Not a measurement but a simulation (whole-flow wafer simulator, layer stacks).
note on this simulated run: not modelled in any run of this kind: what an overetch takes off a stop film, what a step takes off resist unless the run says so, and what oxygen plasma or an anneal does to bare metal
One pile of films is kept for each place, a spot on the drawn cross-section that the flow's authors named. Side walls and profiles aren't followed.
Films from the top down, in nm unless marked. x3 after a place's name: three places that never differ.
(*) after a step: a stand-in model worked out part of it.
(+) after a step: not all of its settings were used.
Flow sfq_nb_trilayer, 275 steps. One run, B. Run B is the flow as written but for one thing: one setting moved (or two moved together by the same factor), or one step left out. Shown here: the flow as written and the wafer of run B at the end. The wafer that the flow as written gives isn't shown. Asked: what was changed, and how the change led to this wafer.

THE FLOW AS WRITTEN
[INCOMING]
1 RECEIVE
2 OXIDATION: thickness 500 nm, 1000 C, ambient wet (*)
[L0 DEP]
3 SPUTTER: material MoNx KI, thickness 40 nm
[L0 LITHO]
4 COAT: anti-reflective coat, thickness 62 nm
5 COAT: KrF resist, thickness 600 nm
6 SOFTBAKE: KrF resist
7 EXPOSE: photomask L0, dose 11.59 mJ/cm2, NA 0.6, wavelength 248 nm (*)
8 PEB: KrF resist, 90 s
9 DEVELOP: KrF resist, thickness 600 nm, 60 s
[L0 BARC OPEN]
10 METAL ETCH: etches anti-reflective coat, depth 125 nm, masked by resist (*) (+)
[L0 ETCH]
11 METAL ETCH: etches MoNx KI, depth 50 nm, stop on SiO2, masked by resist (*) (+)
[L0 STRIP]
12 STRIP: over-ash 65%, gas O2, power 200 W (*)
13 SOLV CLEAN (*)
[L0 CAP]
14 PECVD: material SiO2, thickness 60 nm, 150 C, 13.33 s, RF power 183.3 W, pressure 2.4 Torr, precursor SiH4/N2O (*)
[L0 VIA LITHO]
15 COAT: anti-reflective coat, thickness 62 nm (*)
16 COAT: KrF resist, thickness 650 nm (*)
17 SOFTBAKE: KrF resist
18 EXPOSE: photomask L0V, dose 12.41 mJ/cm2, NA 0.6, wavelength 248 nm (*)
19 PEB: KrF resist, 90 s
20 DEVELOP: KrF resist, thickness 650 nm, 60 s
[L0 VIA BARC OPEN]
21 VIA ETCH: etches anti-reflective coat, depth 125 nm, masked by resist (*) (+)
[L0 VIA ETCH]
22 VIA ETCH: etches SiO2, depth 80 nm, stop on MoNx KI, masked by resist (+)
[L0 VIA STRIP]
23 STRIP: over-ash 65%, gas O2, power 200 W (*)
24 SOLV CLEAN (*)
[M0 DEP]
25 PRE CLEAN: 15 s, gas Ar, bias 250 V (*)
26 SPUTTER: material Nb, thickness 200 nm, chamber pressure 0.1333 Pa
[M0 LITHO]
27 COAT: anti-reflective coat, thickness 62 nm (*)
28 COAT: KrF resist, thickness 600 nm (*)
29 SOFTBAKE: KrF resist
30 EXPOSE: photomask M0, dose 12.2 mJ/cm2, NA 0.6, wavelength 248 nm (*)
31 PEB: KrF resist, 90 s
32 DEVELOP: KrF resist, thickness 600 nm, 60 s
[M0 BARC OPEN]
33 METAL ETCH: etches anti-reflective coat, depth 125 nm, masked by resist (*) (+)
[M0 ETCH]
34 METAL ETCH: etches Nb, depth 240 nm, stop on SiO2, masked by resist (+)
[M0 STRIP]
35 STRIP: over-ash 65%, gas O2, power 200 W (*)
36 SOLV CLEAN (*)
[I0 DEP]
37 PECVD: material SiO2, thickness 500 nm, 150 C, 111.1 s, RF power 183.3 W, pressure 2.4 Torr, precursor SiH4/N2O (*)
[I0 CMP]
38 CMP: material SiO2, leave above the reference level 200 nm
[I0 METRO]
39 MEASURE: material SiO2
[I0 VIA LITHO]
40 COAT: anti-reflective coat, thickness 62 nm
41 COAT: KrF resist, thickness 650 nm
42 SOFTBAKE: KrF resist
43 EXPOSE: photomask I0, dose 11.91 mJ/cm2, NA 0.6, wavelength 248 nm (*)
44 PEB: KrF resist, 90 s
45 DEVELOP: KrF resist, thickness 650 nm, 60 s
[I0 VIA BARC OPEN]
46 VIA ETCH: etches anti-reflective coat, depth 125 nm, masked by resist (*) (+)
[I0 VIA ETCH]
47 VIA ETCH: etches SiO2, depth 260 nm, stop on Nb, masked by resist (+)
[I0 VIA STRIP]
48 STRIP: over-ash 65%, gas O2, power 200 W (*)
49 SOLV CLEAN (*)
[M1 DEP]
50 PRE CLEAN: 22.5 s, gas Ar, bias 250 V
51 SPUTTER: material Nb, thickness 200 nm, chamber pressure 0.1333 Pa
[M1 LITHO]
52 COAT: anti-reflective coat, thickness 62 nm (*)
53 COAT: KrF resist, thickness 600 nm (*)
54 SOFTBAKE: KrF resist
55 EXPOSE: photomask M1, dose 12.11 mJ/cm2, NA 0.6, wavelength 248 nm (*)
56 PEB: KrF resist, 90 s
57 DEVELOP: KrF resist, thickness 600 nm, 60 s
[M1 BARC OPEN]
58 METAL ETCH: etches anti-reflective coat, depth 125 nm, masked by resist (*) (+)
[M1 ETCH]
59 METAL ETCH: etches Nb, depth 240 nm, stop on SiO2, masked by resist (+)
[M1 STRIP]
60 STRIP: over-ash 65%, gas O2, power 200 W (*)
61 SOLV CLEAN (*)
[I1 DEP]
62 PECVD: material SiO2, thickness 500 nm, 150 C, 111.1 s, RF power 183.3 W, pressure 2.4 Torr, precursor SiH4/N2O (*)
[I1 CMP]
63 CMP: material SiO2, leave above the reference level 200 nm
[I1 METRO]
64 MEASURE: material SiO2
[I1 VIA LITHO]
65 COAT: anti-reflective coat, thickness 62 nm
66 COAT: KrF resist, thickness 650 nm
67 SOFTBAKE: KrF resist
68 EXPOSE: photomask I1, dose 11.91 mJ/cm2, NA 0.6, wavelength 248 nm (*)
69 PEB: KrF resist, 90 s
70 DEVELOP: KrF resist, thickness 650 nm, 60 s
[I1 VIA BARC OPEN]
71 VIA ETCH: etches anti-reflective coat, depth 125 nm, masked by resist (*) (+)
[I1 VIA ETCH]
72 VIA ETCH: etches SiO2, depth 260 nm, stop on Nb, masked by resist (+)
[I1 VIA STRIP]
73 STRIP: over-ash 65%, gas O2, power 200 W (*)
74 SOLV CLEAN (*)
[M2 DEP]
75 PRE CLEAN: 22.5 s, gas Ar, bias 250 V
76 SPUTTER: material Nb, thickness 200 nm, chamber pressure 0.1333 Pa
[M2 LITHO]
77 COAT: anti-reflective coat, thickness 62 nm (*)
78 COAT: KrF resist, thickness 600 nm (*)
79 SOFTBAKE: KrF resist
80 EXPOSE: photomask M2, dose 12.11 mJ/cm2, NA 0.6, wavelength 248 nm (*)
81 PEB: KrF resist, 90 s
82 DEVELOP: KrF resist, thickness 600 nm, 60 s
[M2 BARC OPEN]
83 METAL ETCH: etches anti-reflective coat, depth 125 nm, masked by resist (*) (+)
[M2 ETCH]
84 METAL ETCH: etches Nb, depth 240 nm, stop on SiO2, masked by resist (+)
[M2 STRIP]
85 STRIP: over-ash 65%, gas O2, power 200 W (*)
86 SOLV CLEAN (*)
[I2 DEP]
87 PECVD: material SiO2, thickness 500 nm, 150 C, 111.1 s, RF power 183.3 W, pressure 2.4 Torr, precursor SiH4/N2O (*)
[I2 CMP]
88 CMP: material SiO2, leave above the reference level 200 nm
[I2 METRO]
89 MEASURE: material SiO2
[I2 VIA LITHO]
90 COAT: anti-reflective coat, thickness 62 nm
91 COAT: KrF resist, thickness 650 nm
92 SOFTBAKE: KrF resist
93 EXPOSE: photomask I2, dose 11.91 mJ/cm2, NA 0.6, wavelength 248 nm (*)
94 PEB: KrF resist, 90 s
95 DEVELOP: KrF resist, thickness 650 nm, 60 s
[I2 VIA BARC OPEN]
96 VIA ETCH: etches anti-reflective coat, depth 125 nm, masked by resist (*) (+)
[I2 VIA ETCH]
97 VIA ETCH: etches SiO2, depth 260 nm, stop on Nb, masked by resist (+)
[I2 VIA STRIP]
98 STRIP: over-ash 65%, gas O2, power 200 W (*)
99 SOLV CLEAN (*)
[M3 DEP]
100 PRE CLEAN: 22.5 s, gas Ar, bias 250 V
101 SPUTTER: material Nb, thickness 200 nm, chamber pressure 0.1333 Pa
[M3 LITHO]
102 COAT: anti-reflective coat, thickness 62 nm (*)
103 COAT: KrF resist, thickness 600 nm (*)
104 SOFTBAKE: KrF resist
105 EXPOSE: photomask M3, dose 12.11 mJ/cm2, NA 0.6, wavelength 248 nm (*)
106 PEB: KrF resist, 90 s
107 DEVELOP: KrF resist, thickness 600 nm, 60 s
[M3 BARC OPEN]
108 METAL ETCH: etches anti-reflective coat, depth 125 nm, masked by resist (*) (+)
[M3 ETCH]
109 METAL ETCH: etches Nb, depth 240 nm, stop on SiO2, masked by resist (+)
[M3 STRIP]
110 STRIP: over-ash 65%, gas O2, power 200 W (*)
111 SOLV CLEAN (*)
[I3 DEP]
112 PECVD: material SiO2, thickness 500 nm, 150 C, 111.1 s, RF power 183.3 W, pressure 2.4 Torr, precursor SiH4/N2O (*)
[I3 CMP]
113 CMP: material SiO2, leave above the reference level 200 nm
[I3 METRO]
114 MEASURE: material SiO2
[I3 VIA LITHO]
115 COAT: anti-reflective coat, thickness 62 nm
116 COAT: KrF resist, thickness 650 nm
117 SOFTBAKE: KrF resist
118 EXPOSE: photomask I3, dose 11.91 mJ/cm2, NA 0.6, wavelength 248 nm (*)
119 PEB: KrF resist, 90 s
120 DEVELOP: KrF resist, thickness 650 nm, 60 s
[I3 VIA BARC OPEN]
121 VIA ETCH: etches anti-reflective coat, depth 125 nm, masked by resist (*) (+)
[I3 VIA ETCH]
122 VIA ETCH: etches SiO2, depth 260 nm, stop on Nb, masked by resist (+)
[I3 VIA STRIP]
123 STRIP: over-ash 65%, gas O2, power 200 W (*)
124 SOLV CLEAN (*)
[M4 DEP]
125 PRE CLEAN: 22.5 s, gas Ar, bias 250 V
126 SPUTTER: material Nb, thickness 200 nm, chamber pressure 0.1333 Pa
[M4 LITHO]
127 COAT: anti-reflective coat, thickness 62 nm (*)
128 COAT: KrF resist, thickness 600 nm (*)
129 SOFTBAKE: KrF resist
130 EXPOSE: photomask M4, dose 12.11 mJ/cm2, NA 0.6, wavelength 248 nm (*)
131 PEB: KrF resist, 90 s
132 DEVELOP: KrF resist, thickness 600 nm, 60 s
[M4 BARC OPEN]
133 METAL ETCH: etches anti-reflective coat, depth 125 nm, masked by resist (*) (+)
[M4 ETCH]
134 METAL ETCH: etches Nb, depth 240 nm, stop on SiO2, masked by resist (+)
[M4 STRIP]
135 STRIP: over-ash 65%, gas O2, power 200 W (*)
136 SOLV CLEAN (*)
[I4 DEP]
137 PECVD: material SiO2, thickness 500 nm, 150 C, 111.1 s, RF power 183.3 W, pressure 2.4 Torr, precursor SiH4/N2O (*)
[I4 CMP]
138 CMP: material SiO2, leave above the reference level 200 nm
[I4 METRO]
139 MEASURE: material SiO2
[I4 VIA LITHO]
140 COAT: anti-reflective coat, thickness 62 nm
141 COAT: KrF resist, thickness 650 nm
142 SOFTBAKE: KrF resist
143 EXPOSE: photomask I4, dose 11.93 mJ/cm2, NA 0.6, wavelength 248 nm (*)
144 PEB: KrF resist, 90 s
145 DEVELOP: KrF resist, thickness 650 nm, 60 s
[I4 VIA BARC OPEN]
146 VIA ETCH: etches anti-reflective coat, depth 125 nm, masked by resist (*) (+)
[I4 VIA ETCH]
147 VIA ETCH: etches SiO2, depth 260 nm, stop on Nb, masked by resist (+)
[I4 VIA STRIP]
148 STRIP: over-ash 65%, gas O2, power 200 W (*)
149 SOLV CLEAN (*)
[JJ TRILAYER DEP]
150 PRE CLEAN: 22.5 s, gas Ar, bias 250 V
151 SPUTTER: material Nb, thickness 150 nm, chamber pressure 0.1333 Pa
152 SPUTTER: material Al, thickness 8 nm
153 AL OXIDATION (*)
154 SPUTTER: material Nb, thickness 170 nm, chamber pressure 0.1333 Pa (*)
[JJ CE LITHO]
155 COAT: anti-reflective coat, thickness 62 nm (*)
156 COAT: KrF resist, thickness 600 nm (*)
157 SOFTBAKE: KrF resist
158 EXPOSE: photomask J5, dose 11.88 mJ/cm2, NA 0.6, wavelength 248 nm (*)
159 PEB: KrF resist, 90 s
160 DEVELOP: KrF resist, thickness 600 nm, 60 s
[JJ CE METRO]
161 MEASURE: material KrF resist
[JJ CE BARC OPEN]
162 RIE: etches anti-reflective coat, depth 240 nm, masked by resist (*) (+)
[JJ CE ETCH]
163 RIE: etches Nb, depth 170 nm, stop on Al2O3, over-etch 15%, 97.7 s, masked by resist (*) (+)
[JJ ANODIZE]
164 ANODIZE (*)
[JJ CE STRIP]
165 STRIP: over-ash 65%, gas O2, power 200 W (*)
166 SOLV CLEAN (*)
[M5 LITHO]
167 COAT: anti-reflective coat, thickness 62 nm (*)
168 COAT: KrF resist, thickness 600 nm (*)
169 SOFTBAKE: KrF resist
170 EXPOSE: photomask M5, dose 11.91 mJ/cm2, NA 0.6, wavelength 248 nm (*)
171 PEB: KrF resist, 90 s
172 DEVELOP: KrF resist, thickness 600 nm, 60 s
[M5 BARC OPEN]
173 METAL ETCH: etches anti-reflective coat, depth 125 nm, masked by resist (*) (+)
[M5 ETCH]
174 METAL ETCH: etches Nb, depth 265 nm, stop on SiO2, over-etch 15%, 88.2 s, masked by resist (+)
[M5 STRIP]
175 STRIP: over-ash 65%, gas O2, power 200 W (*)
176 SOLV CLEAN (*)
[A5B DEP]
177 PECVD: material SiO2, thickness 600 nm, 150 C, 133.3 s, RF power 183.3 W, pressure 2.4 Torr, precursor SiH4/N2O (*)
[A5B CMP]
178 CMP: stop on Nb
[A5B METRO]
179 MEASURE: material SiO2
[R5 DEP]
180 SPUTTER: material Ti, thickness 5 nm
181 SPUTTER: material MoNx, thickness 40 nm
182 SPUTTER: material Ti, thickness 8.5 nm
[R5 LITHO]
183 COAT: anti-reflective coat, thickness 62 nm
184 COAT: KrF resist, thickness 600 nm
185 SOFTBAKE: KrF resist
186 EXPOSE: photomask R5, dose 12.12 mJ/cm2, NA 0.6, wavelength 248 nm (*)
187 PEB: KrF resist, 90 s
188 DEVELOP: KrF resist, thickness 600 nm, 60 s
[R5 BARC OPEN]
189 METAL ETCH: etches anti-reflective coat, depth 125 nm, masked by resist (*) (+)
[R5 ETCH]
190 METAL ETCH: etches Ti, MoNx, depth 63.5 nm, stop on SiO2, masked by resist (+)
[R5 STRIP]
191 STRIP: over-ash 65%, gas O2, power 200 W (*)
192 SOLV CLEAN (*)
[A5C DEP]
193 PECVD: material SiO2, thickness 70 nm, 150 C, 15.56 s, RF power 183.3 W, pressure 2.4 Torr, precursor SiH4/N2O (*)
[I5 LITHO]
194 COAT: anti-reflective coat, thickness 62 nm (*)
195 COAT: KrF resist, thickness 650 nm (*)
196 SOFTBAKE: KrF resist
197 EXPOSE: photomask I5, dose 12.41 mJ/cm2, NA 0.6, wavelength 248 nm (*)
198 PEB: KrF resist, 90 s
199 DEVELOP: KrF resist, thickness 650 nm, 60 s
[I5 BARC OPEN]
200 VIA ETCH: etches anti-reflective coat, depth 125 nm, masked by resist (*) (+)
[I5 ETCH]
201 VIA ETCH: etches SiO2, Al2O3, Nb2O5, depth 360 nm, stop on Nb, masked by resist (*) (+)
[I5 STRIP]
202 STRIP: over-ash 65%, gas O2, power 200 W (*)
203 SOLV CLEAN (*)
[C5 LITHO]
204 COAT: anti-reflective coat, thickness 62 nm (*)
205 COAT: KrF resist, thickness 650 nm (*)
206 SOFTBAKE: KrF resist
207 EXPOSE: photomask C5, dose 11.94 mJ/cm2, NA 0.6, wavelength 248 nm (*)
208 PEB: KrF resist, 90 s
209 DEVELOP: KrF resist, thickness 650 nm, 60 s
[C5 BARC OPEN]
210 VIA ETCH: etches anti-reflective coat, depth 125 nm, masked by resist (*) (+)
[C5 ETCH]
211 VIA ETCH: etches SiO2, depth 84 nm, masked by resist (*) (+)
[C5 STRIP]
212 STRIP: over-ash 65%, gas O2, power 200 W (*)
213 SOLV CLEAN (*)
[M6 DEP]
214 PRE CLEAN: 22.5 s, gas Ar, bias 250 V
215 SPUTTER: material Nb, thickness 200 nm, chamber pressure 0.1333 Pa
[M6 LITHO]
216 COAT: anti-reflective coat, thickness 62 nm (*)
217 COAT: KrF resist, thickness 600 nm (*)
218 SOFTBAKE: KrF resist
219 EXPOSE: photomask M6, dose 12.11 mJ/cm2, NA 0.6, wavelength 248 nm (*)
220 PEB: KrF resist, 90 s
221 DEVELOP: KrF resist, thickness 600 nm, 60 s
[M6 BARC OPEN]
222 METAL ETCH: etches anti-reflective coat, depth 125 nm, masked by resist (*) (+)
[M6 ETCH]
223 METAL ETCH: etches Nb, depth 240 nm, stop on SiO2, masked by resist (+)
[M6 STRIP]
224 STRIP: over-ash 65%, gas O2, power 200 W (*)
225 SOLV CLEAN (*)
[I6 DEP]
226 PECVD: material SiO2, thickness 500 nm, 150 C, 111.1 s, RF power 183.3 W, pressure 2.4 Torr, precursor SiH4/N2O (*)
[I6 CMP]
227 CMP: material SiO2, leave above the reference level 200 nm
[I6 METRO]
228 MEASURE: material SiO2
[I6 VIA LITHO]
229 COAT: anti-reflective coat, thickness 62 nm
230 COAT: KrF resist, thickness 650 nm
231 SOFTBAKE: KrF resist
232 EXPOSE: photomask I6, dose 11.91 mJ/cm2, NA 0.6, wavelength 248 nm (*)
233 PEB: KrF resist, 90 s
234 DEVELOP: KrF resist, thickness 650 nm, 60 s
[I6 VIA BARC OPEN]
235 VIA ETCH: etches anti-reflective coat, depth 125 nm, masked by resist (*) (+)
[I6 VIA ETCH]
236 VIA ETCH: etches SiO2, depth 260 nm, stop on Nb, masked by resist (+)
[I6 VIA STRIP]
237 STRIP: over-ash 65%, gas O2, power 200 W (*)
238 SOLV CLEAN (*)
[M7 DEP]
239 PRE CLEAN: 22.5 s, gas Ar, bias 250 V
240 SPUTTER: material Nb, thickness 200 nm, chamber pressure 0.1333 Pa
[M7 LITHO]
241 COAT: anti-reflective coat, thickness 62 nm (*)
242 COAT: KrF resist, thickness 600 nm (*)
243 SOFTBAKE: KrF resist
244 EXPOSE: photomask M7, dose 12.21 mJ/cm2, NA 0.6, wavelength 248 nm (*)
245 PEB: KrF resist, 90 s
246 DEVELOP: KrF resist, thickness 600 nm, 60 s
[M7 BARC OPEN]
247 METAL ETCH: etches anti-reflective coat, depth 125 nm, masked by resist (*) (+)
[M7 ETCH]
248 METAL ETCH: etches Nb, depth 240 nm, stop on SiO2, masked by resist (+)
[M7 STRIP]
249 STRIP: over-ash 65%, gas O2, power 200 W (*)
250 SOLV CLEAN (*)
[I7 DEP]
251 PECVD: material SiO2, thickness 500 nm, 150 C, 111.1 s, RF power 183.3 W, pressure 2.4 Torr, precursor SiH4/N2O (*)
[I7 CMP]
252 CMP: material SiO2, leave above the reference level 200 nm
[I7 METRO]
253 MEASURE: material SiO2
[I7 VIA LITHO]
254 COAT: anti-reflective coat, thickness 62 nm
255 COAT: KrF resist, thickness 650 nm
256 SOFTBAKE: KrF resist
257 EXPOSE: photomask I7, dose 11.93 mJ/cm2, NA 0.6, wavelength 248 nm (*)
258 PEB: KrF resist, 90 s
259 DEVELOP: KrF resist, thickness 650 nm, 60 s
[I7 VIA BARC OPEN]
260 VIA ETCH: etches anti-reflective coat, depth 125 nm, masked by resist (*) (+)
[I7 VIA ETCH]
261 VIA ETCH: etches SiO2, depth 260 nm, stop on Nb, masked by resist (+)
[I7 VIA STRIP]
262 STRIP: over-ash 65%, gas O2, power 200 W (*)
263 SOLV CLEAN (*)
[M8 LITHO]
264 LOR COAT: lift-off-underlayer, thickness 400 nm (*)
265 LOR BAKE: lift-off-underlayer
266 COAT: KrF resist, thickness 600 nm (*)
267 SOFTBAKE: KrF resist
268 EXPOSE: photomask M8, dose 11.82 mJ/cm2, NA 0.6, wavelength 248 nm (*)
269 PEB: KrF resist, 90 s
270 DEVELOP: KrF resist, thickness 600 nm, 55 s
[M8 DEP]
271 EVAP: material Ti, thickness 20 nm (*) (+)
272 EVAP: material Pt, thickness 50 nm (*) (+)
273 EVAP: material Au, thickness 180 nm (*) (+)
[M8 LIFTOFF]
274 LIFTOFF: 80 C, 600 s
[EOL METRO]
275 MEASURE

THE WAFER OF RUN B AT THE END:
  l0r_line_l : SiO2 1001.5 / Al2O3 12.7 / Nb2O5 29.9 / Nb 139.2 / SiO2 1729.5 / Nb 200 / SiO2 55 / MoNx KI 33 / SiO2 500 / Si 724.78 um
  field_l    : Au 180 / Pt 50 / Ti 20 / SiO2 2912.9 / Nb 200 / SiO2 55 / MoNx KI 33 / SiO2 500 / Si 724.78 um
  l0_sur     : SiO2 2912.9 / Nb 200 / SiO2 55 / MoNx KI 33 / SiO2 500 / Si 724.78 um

The cause: step 3, SPUTTER: thickness 33 nm was run, where the flow has thickness 40 nm.
It can be read off the wafer: l0r_line_l has MoNx KI 33, and step 3 as written asks for 40 nm.

How the change led to this, step by step:
  3 SPUTTER: material MoNx KI, thickness 40 nm
      field_l, v_sur, via_wl and 103 more: MoNx KI +33 (new film) (as written it would be: MoNx KI +40 (new film))
  11 METAL ETCH: etches MoNx KI, depth 50 nm, stop on SiO2, masked by resist (*) (+)
      v_sur, via_wl, via_w and 97 more: MoNx KI -33 (all of it) (as written it would be: MoNx KI -40 (all of it))
  15 COAT: anti-reflective coat, thickness 62 nm (*)
      v_sur: anti-reflective coat +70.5 (new film) (as written it would be: anti-reflective coat +72.2 (new film))
      l0_sur: anti-reflective coat +55.4 (new film) (as written it would be: anti-reflective coat +54.2 (new film))
      (and at 1 more place)
  23 STRIP: over-ash 65%, gas O2, power 200 W (*)
      v_sur: KrF resist -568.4 (all of it), anti-reflective coat -70.5 (all of it) (as written it would be: KrF resist -570.5 (all of it), anti-reflective coat -72.2 (all of it))
      l0_sur: KrF resist -554.1 (all of it), anti-reflective coat -55.4 (all of it) (as written it would be: KrF resist -552.8 (all of it), anti-reflective coat -54.2 (all of it))
      (and at 1 more place)
  27 COAT: anti-reflective coat, thickness 62 nm (*)
      v_sur: anti-reflective coat +70.6 (new film) (as written it would be: anti-reflective coat +72.3 (new film))
      l0r_space_c: anti-reflective coat +75.1 (new film) (as written it would be: anti-reflective coat +78 (new film))
  35 STRIP: over-ash 65%, gas O2, power 200 W (*)
      v_sur: KrF resist -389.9 (all of it), anti-reflective coat -70.6 (all of it) (as written it would be: KrF resist -391.6 (all of it), anti-reflective coat -72.3 (all of it))
      l0r_space_c: KrF resist -394.9 (all of it), anti-reflective coat -75.1 (all of it) (as written it would be: KrF resist -397.6 (all of it), anti-reflective coat -78 (all of it))
  38 CMP: material SiO2, leave above the reference level 200 nm
      field_l, l0_sur, l0r_line_l, l0r_line_c, l0r_line_r: SiO2 -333 (as written it would be: SiO2 -340)
      l0v: SiO2 -270.8 (as written it would be: SiO2 -277.8)
